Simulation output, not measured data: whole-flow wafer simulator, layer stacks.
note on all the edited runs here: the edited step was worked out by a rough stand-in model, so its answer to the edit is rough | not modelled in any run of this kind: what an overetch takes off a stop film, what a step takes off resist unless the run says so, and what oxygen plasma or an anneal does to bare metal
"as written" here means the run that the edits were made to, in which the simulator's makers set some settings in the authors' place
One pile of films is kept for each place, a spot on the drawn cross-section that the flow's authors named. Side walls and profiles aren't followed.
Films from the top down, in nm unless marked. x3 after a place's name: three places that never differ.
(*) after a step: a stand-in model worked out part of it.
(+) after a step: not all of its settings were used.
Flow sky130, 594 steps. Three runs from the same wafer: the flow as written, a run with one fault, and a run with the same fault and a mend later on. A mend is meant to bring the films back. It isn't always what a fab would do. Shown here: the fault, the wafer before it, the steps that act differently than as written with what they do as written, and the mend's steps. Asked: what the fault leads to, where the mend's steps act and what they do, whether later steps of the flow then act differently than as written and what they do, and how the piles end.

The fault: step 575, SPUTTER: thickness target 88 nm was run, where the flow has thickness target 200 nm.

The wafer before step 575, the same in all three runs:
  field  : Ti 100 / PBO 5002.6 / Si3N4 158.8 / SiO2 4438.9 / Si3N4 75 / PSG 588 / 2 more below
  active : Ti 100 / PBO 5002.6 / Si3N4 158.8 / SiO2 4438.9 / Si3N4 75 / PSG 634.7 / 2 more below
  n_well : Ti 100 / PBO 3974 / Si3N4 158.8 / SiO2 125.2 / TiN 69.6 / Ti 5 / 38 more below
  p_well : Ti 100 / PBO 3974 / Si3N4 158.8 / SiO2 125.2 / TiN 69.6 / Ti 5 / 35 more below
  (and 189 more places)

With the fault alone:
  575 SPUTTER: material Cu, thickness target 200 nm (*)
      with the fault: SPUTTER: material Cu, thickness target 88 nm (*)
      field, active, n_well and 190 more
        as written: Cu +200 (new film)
        with the fault: Cu +88 (new film)
  Later steps of the flow that act differently than as written (6 more steps differ only slightly, by at most 2% or 0.5 nm, whichever is larger, and aren't shown):
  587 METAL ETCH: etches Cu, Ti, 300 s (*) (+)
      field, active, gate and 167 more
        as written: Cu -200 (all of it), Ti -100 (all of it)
        with the fault: Cu -88 (all of it), Ti -100 (all of it)
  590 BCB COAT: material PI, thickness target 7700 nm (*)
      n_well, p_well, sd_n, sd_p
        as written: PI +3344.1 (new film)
        with the fault: PI +3456.1 (new film)
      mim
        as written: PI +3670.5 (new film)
        with the fault: PI +3777.4 (new film)
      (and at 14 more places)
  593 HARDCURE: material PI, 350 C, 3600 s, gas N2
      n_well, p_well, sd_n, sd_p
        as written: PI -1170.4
        with the fault: PI -1209.6
  At the end the piles differ from the flow's by more than 2% or 0.5 nm, whichever is larger, at n_well, p_well, sd_n and 20 more.
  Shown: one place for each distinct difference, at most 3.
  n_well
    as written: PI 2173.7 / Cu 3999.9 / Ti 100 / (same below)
    with the fault: PI 2246.5 / Cu 3887.9 / Ti 100 / (same below)
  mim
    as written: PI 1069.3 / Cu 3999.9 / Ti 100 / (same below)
    with the fault: PI 1174.1 / Cu 3887.9 / Ti 100 / (same below)
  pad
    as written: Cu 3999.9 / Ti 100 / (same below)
    with the fault: Cu 3887.9 / Ti 100 / (same below)

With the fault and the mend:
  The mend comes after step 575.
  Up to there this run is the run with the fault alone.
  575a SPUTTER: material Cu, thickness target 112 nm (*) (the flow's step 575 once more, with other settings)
      field, active, n_well and 190 more
        Cu +112
  No later step of the flow acts differently than as written at any place that is followed.
  At the end the piles are the same as the flow's at every place that both follow.
